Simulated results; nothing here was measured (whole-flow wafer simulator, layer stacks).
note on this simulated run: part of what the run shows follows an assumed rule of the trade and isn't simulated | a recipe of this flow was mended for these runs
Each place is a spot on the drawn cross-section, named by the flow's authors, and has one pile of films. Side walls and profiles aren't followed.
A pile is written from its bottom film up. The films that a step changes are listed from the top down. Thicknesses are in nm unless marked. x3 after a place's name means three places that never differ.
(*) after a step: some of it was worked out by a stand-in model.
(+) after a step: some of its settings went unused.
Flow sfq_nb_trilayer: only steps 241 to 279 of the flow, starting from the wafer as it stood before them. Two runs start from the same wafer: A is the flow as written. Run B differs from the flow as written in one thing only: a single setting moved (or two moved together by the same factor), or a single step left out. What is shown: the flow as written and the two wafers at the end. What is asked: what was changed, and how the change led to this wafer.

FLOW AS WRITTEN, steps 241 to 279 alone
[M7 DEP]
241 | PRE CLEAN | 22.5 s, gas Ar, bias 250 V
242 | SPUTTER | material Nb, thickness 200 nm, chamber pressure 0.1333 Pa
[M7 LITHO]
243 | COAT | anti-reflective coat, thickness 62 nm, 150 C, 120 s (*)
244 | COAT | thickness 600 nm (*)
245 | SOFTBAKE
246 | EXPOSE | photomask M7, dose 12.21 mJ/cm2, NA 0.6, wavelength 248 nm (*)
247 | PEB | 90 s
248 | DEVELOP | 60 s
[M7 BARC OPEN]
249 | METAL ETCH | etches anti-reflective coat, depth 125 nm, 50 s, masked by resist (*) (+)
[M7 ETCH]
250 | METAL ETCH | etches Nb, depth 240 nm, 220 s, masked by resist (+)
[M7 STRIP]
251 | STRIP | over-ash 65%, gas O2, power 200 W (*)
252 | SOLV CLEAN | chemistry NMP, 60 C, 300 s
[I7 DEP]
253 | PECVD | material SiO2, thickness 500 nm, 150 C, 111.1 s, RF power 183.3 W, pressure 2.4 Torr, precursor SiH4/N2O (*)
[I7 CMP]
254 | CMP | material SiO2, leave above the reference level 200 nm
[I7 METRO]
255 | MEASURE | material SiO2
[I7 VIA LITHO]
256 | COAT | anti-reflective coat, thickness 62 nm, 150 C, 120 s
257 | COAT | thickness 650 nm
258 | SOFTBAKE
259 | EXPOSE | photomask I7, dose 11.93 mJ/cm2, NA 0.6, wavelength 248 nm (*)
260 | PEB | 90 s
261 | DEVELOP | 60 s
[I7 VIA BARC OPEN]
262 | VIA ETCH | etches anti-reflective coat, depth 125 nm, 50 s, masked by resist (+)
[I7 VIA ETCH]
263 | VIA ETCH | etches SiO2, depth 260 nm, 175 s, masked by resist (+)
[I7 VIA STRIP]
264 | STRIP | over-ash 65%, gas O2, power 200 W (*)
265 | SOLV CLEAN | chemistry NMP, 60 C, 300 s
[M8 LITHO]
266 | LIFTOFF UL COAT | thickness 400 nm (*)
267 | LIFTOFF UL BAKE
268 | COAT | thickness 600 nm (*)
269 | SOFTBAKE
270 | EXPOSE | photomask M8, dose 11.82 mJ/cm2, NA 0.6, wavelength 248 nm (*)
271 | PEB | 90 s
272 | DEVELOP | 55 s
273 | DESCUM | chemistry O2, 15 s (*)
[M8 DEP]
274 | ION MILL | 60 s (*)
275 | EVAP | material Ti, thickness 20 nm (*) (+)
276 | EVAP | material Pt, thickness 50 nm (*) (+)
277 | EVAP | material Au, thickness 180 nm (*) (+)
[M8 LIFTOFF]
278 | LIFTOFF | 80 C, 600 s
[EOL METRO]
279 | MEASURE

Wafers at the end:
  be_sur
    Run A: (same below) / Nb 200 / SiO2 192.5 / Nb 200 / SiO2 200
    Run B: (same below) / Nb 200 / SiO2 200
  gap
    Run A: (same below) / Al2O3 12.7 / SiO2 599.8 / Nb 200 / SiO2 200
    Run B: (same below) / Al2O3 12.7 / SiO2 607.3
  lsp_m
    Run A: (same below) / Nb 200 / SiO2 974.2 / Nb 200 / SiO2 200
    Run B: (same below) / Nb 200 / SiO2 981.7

Cause: step 242, SPUTTER: material Nb, thickness 200 nm, chamber pressure 0.1333 Pa, was not run.

How this came from the change, step by step:
  243 | COAT | anti-reflective coat, thickness 62 nm, 150 C, 120 s (*)
      via_wr: A anti-reflective coat gains 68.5 (new film) | B anti-reflective coat gains 66.5 (new film)
      via_sp: A anti-reflective coat gains 41.7 (new film) | B anti-reflective coat gains 39 (new film)
      (and at 3 other places as well)
  244 | COAT | thickness 600 nm (*)
      via_v: A KrF-resist-other-grade gains 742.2 (new film) | B KrF-resist-other-grade gains 718.9 (new film)
  250 | METAL ETCH | etches Nb, depth 240 nm, 220 s, masked by resist (+)
      field_l, field_r, lsp_l and 62 more: A Nb loses 200 (all of it), SiO2 loses 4 | B SiO2 loses 24
  251 | STRIP | over-ash 65%, gas O2, power 200 W (*)
      via_wr: A KrF-resist-other-grade loses 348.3 (all of it), anti-reflective coat loses 68.5 (all of it) | B KrF-resist-other-grade loses 350.6 (all of it), anti-reflective coat loses 66.5 (all of it)
      via_sp: A KrF-resist-other-grade loses 364.2 (all of it), anti-reflective coat loses 41.7 (all of it) | B KrF-resist-other-grade loses 367.9 (all of it), anti-reflective coat loses 39 (all of it)
      (and at 3 other places as well)
  253 | PECVD | material SiO2, thickness 500 nm, 150 C, 111.1 s, RF power 183.3 W, pressure 2.4 Torr, precursor SiH4/N2O (*)
      v_sur, via_wl, via_w and 37 more: A SiO2 gains 500 (new film) | B SiO2 gains 500
      field_r, lsp_l: A SiO2 gains 477.2 | B SiO2 gains 500
      (and at 5 other places as well)
  254 | CMP | material SiO2, leave above the reference level 200 nm
      field_l, p4_fl x5, p4_w1 x9 and 44 more: A SiO2 loses 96 | B SiO2 loses 468.2
      v_sur, via_wl, via_w and 37 more: A SiO2 loses 300 | B SiO2 loses 492.5
      (and at 7 other places as well)
With metal films that touch counted as one body, be_sur has 3 bodies (between them, from the top down: SiO2 207.3 / Al2O3 12.7 / Nb2O5 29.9; SiO2 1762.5); the flow as written gives 4 bodies (between them, from the top down: SiO2 192.5; SiO2 207.3 / Al2O3 12.7 / Nb2O5 29.9; SiO2 1762.5).
With metal films that touch counted as one body, gap has 2 bodies (between them, from the top down: SiO2 1762.5); the flow as written gives 3 bodies (between them, from the top down: SiO2 599.8 / Al2O3 12.7 / Nb2O5 29.9; SiO2 1762.5).
With metal films that touch counted as one body, lsp_m has 2 bodies (between them, from the top down: SiO2 1370); the flow as written gives 3 bodies (between them, from the top down: SiO2 974.2; SiO2 1370).
